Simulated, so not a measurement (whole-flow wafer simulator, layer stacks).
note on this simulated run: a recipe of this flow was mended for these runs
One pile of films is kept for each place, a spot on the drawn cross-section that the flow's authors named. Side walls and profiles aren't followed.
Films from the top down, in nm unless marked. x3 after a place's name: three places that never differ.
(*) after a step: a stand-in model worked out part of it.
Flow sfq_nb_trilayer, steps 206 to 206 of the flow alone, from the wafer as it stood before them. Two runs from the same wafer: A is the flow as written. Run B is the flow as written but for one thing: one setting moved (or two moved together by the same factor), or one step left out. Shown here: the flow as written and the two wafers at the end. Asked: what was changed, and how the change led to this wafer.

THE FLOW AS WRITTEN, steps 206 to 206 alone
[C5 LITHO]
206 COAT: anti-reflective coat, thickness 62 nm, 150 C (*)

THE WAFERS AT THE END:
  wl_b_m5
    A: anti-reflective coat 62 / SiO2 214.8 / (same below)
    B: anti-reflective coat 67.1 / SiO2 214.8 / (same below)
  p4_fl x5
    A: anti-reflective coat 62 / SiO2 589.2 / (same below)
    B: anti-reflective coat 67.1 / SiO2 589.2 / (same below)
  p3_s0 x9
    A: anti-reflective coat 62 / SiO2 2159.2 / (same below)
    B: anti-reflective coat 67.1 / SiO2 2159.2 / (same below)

The cause: step 206, COAT: thickness 67.1 nm was run, where the flow has thickness 62 nm.
It can be read off the wafer: wl_b_m5 has anti-reflective coat 67.1, and step 206 as written asks for 62 nm.

How the change led to this, step by step:
  206 COAT: anti-reflective coat, thickness 62 nm, 150 C (*)
      p4_fl x5, p4_w1 x9, p3_s0 x9 and 42 more: A anti-reflective coat +62 (new film) | B anti-reflective coat +67.1 (new film)
      r5r_line_l, r5r_line_c, r5r_line_r: A anti-reflective coat +35.5 (new film) | B anti-reflective coat +40.6 (new film)
      (and at 38 more places)
